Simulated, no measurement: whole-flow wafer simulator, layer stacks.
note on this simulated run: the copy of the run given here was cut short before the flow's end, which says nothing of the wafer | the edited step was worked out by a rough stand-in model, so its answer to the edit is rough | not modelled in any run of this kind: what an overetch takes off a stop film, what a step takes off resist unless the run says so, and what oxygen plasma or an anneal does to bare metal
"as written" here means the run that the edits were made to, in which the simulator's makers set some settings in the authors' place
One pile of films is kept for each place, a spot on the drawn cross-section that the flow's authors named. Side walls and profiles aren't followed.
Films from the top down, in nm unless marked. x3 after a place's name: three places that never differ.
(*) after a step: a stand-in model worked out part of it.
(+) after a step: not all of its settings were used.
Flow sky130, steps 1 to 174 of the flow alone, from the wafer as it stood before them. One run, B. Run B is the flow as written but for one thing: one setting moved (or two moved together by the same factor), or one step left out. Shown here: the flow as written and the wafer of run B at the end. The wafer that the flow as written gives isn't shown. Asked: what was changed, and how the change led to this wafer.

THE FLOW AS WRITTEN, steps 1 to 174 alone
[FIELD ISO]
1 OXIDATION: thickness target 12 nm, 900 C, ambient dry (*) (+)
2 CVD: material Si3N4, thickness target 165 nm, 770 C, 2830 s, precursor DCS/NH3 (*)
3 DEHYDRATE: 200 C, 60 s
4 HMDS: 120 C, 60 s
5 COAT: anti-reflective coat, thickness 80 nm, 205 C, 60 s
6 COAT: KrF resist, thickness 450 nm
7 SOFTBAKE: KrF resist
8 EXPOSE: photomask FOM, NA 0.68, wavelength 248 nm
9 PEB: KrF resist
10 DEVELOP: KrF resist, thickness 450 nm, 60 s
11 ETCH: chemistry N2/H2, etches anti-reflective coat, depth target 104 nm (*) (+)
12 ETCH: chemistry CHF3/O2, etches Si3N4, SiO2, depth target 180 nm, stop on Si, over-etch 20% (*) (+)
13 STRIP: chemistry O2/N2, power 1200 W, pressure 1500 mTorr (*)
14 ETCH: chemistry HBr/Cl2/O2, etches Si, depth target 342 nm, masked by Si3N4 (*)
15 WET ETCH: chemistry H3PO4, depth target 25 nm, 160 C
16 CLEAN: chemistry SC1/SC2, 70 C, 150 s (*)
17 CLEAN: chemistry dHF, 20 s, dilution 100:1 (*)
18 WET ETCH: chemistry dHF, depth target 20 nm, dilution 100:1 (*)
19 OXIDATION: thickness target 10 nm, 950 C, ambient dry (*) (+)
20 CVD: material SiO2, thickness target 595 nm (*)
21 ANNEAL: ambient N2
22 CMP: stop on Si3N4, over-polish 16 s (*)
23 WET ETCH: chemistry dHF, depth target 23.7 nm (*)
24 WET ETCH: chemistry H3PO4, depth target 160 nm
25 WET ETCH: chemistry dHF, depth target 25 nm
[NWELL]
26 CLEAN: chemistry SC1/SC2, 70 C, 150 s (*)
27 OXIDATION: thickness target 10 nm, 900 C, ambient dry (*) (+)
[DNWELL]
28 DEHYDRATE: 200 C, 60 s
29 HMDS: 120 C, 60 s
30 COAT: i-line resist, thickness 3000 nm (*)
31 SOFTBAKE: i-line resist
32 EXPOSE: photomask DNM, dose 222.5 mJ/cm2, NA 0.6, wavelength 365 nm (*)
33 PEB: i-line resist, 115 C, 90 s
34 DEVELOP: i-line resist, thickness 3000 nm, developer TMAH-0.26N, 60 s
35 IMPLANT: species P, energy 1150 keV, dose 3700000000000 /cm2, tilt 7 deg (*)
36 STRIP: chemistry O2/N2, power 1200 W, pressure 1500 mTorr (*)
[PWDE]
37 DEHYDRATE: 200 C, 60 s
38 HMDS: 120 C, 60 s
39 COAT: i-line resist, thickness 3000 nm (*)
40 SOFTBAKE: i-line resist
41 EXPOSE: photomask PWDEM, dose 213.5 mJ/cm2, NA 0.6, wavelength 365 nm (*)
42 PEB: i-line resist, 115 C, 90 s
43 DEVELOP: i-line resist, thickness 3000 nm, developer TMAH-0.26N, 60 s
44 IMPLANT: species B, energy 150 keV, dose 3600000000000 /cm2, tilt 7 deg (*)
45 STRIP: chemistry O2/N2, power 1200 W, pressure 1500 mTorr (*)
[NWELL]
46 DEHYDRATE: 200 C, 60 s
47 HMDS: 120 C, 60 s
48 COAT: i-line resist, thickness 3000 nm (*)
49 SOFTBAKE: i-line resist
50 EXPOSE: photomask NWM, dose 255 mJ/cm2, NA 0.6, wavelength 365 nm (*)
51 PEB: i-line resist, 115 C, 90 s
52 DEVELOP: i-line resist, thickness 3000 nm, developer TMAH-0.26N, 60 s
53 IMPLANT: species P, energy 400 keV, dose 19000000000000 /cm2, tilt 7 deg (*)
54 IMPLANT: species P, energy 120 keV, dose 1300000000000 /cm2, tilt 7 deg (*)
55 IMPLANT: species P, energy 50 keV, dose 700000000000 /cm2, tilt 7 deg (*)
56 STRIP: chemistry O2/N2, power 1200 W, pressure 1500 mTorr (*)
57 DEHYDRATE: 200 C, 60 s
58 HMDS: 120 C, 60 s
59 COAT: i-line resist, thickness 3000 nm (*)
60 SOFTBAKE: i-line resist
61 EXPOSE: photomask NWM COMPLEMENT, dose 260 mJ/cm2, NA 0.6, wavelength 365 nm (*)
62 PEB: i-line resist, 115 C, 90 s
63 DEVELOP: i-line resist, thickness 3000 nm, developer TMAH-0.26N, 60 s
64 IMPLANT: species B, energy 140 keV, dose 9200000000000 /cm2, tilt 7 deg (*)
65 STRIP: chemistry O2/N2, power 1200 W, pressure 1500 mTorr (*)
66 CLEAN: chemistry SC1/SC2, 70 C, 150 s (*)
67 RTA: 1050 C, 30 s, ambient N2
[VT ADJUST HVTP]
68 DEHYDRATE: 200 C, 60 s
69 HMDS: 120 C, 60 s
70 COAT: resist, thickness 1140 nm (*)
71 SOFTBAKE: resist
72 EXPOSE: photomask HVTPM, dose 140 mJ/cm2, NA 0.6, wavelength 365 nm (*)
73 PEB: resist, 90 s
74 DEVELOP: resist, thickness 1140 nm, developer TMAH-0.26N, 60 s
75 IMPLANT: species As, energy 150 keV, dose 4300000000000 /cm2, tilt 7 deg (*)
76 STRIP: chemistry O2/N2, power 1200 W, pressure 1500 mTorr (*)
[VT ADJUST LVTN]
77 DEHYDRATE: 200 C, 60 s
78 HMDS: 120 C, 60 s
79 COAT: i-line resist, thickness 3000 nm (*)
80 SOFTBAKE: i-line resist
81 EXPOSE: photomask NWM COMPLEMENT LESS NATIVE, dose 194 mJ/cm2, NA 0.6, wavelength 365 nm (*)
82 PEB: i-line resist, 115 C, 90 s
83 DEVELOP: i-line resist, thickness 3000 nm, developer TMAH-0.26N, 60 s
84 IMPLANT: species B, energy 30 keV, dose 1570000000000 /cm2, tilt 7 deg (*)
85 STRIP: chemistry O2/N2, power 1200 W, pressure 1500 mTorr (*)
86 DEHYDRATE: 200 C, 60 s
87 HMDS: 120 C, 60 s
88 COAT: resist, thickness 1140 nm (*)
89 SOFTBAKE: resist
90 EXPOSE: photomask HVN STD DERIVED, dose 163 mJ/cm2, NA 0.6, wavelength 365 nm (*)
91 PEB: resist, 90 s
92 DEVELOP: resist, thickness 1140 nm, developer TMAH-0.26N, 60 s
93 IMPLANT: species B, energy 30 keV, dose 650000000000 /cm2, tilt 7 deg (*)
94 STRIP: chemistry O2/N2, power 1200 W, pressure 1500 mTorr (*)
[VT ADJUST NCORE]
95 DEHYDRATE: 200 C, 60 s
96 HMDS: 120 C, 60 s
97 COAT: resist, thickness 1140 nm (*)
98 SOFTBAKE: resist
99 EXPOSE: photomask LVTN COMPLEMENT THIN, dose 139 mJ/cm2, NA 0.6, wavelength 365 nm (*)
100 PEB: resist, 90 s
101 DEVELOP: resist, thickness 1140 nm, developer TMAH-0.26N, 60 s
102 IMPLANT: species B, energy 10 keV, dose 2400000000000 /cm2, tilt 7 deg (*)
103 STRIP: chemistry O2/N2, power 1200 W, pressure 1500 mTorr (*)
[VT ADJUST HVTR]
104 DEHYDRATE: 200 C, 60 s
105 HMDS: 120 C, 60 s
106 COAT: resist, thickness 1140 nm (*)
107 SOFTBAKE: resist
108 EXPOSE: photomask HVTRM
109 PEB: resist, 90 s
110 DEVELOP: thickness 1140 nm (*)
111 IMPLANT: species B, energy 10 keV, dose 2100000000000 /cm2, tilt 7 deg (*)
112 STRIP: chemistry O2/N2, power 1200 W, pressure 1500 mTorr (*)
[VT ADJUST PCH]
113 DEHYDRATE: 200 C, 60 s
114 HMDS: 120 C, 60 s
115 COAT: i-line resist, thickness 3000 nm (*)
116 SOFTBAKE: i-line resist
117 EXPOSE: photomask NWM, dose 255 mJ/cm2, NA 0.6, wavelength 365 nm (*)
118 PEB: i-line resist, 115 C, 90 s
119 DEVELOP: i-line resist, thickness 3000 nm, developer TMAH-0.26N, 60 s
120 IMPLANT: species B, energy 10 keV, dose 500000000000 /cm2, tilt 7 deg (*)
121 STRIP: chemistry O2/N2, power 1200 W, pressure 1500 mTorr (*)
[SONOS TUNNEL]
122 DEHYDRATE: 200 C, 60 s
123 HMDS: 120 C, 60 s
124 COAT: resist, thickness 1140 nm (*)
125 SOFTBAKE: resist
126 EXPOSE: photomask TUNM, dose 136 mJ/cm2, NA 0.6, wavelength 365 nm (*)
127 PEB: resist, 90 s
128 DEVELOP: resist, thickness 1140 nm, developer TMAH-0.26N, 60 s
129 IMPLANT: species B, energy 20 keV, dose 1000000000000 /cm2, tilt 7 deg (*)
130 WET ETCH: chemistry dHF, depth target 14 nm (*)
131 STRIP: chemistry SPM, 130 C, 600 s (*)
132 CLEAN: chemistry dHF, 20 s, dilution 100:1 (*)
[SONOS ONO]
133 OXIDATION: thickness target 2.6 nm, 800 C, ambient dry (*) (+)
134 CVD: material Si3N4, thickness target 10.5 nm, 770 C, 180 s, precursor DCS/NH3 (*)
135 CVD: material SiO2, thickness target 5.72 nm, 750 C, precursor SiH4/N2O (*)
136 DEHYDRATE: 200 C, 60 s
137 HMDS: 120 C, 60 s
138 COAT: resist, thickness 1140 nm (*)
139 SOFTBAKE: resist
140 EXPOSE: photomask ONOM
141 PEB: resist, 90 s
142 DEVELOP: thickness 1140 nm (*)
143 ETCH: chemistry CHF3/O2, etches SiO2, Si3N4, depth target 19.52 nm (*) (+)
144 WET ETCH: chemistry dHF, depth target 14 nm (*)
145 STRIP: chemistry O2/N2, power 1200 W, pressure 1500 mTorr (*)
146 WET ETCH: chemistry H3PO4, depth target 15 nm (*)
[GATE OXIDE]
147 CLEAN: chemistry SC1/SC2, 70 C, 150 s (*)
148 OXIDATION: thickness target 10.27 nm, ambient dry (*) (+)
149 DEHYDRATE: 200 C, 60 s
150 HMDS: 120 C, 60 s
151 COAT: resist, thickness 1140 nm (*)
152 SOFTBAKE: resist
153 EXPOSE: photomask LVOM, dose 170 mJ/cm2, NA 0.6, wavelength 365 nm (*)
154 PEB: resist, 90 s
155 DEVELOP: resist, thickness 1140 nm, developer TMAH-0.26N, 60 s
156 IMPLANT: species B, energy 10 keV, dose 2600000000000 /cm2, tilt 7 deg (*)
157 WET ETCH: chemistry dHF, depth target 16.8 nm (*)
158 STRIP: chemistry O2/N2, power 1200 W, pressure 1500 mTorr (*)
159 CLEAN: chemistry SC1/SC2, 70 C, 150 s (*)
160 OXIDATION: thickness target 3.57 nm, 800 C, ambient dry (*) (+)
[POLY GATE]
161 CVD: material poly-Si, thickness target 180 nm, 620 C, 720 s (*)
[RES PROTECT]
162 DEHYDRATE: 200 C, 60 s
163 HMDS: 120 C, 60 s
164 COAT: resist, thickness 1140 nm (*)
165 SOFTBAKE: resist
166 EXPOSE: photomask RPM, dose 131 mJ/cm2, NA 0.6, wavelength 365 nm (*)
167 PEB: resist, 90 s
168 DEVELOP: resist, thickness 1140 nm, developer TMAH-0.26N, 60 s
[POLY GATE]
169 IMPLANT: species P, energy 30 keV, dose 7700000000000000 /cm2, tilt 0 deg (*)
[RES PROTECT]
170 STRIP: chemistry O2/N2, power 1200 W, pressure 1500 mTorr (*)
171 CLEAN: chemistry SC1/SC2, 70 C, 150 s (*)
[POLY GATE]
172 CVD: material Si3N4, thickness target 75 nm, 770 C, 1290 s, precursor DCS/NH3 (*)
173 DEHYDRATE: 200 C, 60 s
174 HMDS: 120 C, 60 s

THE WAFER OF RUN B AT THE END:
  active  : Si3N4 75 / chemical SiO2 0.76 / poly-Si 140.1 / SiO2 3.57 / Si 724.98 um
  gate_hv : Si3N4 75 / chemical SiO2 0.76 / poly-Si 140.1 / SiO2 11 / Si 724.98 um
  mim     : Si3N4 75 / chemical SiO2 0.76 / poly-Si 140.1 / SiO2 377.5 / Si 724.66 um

The cause: step 161, CVD: 608 C was run, where the flow has 620 C.

How the change led to this, step by step:
  161 CVD: material poly-Si, thickness target 180 nm, 620 C, 720 s (*)
      field, active, n_well and 186 more: poly-Si +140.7 (new film) (as written it would be: poly-Si +180 (new film))
      ndiff_dn: poly-Si +171.9 (new film) (as written it would be: poly-Si +215.7 (new film))
